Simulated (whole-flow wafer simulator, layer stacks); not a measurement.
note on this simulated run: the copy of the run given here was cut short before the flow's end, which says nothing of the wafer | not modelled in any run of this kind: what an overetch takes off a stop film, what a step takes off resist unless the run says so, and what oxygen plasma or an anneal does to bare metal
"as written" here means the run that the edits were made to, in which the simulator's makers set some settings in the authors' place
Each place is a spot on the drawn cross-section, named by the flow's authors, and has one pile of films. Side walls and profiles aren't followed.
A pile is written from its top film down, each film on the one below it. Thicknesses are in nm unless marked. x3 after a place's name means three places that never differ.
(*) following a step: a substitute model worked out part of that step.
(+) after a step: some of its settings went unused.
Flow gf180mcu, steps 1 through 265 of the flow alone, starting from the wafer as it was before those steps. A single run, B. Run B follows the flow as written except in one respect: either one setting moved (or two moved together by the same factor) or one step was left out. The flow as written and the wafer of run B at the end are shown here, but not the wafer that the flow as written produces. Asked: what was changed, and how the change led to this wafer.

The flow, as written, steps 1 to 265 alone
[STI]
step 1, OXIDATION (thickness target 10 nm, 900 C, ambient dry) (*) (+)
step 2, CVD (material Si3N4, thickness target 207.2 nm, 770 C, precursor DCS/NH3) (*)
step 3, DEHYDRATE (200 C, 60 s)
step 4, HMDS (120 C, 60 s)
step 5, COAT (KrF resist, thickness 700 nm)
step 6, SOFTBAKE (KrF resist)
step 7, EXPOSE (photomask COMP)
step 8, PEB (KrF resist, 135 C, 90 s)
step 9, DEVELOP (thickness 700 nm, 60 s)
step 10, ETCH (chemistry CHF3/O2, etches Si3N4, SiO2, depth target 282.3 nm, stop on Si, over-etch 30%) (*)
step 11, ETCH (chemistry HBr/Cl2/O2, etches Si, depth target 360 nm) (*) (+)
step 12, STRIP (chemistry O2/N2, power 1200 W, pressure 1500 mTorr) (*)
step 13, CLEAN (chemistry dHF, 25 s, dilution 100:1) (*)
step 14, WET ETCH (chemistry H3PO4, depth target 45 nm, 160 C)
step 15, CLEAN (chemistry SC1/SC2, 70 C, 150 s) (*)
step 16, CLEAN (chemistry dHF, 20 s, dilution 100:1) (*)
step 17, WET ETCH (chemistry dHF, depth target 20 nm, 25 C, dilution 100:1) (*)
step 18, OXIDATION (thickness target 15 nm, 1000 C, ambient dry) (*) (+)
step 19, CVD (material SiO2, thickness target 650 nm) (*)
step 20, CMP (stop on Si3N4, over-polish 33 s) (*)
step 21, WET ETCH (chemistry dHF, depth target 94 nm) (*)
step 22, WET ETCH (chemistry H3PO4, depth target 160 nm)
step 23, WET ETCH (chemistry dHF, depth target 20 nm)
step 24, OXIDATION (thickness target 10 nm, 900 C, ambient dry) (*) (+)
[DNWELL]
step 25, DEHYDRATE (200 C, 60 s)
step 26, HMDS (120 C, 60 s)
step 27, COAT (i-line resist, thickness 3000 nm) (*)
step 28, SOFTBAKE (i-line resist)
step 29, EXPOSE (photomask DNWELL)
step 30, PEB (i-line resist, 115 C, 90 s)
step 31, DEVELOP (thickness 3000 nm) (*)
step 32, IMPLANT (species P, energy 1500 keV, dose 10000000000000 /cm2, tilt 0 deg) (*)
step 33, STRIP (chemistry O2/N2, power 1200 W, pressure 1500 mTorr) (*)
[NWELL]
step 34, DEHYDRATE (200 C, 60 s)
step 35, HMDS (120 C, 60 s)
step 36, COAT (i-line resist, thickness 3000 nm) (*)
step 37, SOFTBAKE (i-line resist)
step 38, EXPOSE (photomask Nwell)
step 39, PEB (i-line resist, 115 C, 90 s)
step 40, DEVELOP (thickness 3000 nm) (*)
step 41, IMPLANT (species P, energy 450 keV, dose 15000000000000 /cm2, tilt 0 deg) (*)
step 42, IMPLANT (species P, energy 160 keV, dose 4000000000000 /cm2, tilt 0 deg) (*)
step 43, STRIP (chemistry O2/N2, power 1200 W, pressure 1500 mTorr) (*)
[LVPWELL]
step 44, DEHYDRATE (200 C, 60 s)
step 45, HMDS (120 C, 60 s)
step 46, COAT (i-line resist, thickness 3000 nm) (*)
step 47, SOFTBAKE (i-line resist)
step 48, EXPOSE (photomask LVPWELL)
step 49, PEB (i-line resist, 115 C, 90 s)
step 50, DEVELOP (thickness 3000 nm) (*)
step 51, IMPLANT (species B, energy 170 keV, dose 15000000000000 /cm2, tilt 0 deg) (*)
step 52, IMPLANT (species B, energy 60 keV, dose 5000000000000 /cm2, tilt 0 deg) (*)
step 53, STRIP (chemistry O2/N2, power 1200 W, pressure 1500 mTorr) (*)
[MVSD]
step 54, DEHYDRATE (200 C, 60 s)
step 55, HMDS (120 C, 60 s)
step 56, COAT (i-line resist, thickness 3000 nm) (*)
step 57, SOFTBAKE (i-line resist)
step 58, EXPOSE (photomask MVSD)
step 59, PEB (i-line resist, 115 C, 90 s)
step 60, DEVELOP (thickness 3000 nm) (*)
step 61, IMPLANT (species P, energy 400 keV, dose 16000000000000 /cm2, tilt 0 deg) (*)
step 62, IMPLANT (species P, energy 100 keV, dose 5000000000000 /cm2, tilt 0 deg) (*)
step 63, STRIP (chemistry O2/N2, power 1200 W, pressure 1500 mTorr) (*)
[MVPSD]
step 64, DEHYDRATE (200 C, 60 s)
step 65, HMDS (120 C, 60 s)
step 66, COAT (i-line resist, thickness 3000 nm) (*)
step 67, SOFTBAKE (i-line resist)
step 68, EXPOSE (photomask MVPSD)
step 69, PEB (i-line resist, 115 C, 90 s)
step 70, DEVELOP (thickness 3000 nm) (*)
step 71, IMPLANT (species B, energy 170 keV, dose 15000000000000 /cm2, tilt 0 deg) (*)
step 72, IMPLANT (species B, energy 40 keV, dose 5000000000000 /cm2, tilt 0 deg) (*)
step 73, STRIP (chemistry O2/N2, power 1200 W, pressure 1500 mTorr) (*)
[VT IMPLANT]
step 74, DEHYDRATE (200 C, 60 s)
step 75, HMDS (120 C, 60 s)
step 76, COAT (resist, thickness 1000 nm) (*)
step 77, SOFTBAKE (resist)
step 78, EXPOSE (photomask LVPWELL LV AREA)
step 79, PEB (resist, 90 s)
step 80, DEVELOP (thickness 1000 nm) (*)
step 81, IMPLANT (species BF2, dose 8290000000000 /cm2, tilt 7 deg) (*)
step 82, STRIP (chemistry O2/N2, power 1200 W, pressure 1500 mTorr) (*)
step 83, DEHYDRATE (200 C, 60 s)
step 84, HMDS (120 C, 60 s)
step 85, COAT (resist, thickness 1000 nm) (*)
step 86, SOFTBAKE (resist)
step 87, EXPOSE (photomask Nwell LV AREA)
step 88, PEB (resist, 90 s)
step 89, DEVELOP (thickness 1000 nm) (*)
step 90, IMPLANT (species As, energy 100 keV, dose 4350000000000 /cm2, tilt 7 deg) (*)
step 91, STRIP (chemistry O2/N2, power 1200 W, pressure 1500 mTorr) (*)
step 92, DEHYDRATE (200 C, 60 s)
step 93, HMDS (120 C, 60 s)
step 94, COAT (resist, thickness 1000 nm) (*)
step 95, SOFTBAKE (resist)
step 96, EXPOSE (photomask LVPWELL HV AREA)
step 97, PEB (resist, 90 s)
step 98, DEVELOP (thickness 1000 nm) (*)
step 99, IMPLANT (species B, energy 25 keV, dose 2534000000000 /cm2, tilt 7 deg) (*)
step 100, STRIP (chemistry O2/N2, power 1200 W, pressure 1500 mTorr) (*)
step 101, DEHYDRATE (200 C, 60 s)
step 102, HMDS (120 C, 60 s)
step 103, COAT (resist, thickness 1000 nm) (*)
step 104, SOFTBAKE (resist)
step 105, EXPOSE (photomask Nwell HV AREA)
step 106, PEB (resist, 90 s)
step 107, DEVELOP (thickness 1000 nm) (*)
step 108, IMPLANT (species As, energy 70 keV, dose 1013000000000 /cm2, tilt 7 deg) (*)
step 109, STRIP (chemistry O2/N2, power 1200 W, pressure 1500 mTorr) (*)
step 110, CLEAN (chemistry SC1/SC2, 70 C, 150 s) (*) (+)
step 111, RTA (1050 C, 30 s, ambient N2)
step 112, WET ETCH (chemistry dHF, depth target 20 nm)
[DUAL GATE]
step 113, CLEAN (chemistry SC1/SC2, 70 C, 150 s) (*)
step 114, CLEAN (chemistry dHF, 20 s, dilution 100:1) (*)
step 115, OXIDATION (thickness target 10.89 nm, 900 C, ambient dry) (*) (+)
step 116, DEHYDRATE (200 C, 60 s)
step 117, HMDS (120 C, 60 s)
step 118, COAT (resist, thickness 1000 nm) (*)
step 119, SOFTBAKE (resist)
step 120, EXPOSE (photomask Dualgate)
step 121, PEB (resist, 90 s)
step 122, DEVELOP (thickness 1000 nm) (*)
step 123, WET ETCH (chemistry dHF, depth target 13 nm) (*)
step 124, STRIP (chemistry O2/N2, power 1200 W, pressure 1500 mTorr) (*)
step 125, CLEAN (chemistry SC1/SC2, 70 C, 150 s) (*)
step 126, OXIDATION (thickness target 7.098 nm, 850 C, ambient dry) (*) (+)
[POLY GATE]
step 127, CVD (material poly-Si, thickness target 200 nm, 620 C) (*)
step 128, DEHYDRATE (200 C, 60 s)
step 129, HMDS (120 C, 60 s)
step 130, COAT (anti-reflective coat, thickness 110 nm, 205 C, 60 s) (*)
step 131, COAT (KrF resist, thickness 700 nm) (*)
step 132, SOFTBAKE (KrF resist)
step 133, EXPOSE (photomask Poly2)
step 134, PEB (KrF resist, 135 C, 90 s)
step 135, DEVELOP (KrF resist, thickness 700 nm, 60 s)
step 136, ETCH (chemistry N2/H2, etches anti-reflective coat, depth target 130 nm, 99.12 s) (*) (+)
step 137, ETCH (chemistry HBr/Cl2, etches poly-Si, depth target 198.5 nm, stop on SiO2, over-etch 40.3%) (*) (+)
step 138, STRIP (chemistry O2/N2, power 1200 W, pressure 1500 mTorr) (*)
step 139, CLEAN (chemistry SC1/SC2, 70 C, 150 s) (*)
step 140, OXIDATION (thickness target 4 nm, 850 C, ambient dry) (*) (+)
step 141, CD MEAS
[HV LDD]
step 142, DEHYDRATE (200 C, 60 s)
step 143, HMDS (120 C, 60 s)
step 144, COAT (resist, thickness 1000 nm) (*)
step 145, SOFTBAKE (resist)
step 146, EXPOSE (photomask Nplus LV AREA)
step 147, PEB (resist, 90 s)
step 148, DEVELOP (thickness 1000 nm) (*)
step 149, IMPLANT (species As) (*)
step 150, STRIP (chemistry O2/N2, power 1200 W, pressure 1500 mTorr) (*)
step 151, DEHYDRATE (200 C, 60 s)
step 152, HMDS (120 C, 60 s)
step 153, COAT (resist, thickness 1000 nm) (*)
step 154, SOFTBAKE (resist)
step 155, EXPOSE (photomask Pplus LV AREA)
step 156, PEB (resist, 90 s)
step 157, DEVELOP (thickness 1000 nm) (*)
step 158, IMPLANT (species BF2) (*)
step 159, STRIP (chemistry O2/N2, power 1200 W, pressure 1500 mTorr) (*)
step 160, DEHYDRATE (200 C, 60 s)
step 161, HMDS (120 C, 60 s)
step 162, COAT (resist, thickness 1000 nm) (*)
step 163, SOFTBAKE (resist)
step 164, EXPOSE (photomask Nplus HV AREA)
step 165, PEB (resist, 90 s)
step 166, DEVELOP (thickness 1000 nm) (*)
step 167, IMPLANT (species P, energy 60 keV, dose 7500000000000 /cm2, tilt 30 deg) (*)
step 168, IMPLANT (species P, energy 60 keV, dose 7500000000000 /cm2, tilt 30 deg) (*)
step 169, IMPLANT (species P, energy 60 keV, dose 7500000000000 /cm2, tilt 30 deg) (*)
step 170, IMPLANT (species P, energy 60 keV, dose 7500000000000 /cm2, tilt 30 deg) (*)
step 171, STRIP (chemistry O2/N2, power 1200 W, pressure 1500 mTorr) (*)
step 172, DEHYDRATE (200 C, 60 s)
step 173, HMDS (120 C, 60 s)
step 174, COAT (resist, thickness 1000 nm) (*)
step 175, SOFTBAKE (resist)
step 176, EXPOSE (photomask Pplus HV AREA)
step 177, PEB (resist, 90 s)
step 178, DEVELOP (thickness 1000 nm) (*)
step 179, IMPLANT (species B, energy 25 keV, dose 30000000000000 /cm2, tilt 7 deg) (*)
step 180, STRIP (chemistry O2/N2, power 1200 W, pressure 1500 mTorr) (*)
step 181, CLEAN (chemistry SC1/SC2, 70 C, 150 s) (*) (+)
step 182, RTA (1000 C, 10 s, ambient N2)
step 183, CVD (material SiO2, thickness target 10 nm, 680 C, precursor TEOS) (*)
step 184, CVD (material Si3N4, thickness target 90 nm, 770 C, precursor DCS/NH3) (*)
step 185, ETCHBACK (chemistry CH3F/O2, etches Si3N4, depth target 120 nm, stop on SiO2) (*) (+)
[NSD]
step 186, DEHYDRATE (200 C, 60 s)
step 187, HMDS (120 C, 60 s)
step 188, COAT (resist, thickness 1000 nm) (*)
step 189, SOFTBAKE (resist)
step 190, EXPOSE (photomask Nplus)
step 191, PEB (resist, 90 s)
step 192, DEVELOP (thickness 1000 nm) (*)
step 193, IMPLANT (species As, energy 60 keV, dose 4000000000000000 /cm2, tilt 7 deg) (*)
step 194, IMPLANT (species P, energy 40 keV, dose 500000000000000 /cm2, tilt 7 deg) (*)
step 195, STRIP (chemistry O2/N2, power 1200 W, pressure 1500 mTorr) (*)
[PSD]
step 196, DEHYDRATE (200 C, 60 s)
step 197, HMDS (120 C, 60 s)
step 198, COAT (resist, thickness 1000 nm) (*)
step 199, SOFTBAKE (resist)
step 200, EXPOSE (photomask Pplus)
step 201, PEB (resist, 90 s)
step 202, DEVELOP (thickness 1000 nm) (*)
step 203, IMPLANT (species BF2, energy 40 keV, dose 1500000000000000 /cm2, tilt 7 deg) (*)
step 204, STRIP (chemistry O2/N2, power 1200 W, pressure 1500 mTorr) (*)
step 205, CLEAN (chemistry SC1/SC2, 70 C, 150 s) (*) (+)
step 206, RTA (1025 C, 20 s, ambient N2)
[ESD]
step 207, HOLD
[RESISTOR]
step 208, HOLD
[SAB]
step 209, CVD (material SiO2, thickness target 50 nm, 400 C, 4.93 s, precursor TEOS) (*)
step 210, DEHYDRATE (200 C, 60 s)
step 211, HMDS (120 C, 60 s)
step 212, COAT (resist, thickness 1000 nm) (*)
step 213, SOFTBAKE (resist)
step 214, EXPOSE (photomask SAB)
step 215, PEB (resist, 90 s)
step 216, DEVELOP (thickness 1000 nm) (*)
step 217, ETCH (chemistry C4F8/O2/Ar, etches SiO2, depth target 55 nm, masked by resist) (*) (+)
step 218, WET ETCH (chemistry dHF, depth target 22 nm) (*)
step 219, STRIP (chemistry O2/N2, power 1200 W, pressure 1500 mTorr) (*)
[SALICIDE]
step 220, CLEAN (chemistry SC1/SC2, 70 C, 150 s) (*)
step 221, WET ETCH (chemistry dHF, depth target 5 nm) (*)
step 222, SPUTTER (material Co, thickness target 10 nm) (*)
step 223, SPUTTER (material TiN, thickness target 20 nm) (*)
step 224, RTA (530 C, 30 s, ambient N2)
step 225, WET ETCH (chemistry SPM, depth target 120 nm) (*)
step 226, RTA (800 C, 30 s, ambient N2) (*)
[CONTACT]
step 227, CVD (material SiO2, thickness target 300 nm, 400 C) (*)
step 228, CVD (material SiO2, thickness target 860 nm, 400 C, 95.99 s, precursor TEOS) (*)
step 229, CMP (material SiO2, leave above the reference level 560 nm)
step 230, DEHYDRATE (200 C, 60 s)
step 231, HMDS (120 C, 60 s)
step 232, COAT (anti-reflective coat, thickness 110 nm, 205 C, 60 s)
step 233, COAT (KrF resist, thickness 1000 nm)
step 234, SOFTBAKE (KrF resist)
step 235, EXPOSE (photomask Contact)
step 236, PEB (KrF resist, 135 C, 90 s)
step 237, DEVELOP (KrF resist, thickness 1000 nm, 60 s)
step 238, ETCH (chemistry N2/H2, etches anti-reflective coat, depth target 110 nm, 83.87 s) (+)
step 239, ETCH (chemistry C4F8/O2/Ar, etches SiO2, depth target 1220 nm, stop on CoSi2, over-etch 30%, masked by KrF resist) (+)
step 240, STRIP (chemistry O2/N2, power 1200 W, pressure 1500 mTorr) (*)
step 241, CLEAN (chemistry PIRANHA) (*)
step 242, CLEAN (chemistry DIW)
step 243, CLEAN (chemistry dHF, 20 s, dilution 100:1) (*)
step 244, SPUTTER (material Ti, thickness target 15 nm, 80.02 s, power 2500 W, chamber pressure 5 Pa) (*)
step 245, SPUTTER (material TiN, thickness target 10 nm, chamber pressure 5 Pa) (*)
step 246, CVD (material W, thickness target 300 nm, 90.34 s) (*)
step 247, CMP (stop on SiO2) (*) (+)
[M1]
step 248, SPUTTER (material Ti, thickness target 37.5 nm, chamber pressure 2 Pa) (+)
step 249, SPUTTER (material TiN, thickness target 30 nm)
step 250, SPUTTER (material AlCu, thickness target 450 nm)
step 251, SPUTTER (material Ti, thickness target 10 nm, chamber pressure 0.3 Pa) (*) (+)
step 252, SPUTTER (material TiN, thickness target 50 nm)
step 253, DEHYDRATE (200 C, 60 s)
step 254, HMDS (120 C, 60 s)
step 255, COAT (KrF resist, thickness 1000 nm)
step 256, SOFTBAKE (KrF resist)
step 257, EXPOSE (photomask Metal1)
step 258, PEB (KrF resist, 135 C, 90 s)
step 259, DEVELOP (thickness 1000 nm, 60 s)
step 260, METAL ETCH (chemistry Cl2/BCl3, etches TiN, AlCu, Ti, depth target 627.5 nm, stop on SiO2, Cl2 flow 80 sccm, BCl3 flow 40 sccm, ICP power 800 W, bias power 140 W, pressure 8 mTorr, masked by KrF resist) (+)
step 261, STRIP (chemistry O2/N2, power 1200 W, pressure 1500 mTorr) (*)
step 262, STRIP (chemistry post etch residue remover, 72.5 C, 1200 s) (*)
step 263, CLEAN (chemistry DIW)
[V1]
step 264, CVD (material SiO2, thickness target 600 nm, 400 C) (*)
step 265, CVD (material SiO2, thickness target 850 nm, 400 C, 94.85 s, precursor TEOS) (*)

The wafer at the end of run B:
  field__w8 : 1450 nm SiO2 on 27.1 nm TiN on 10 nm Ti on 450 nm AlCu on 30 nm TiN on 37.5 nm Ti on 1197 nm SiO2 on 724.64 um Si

Cause: step 252, SPUTTER: thickness target 27.5 nm was run, while the flow as written has thickness target 50 nm.

How this came from the change, step by step:
  step 252, SPUTTER (material TiN, thickness target 50 nm)
      field, field__w1, field__w2 and 108 more: +27.5 TiN (new film) (as written it would have been: +50 TiN (new film))
  step 260, METAL ETCH (chemistry Cl2/BCl3, etches TiN, AlCu, Ti, depth target 627.5 nm, stop on SiO2, Cl2 flow 80 sccm, BCl3 flow 40 sccm, ICP power 800 W, bias power 140 W, pressure 8 mTorr, masked by KrF resist) (+)
      field, field__w1, field__w2 and 99 more: -27.5 TiN (all of it), -10 Ti (all of it), -450 AlCu (all of it), -30 TiN (all of it), -37.5 Ti (all of it) (as written it would have been: -50 TiN (all of it), -10 Ti (all of it), -450 AlCu (all of it), -30 TiN (all of it), -37.5 Ti (all of it))
